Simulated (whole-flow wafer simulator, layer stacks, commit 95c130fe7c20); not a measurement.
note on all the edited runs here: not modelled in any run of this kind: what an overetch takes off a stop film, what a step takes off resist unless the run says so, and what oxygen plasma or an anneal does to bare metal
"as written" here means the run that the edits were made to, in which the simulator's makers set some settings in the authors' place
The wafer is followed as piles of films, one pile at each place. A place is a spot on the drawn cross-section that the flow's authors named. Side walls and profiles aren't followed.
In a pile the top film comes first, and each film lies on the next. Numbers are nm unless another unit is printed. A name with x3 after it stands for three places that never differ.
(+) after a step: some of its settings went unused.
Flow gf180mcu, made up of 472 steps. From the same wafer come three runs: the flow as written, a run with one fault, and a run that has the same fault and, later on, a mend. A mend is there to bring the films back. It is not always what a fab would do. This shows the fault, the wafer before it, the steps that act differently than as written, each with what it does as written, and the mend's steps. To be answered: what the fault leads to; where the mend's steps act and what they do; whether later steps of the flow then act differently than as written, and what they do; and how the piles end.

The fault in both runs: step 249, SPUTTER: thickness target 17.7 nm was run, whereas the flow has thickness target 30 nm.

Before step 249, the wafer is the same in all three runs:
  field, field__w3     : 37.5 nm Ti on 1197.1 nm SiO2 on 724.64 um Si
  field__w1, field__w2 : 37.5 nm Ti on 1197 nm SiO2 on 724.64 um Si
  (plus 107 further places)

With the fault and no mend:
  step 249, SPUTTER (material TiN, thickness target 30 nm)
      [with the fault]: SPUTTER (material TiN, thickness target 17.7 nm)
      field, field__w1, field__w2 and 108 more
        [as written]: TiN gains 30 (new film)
        [with the fault]: TiN gains 17.7 (new film)
  Later steps of the flow acting differently than as written:
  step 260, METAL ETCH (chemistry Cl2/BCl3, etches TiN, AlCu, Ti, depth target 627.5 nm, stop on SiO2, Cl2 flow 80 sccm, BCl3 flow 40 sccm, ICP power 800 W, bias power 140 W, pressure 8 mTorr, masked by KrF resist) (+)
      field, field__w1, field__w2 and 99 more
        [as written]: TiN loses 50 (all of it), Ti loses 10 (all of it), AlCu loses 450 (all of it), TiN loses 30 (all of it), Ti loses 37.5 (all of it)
        [with the fault]: TiN loses 50 (all of it), Ti loses 10 (all of it), AlCu loses 450 (all of it), TiN loses 17.7 (all of it), Ti loses 37.5 (all of it)
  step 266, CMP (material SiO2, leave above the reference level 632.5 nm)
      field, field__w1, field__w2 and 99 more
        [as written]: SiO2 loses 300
        [with the fault]: SiO2 loses 312.3
  By the end, the piles at field__w8, contact, m1 and 6 more depart from the flow's by more than 2% or 0.5 nm, whichever is larger.
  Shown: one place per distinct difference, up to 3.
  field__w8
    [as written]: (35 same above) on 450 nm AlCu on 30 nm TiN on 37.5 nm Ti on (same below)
    [with the fault]: (35 same above) on 450 nm AlCu on 17.7 nm TiN on 37.5 nm Ti on (same below)
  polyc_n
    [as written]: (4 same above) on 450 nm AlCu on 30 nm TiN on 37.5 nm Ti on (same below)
    [with the fault]: (4 same above) on 450 nm AlCu on 17.7 nm TiN on 37.5 nm Ti on (same below)
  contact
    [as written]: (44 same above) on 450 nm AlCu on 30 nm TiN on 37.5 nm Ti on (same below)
    [with the fault]: (44 same above) on 450 nm AlCu on 17.7 nm TiN on 37.5 nm Ti on (same below)

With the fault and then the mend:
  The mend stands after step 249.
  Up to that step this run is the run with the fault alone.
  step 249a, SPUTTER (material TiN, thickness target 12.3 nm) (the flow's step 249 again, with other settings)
      field, field__w1, field__w2 and 108 more
        TiN gains 12.3
  Later steps of the flow that are run all act as written at every place that is followed.
  By the end, the piles equal the flow's at every place that both follow.
